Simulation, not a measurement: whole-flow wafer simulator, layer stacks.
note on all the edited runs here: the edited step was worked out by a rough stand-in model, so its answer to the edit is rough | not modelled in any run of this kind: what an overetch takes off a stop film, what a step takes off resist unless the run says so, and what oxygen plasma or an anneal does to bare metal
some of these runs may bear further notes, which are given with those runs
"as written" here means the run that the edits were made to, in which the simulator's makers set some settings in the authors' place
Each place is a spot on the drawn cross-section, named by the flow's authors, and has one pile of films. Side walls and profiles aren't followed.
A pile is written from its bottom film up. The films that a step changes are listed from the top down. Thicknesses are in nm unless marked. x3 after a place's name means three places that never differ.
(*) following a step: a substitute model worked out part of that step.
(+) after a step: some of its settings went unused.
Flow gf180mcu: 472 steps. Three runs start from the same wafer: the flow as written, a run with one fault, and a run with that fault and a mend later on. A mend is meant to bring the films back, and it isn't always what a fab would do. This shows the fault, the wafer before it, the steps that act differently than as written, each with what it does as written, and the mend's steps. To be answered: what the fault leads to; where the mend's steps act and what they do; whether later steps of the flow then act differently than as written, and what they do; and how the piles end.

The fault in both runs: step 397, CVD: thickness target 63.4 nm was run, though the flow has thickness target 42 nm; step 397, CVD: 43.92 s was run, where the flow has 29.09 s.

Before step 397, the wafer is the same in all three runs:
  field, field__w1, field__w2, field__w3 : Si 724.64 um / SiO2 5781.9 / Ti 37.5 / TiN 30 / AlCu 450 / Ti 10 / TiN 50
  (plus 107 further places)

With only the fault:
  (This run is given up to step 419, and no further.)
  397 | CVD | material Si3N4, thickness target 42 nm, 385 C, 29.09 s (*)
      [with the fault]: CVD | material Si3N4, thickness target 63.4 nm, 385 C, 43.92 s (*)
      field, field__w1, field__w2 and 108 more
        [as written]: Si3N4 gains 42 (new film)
        [with the fault]: Si3N4 gains 63.4 (new film)
  Steps later in the flow that act otherwise than as written:
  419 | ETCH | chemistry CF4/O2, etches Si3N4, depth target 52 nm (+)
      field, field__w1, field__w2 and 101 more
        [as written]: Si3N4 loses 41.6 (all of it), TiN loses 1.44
        [with the fault]: Si3N4 loses 52
  The piles after step 419 differ from the flow's at field, field__w1, field__w2 and 109 more by more than 2% or 0.5 nm, whichever is larger.
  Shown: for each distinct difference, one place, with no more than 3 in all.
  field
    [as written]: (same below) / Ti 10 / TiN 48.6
    [with the fault]: (same below) / Ti 10 / TiN 50 / Si3N4 11
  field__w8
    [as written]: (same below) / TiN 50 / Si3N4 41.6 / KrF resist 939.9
    [with the fault]: (same below) / TiN 50 / Si3N4 63 / KrF resist 939.9
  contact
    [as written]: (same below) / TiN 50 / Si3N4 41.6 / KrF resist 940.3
    [with the fault]: (same below) / TiN 50 / Si3N4 63 / KrF resist 940.3

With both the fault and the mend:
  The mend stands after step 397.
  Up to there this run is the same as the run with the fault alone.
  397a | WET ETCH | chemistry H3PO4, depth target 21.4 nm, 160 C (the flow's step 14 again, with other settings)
      field, field__w1, field__w2 and 108 more
        Si3N4 loses 21.4
  None of the later steps of the flow differs from how it acts as written, at any place that is followed, by more than 2% or 0.5 nm, whichever is larger.
  At the end the piles are close to the flow's at the places that both follow, differing by at most 2% or 0.5 nm, whichever is larger.
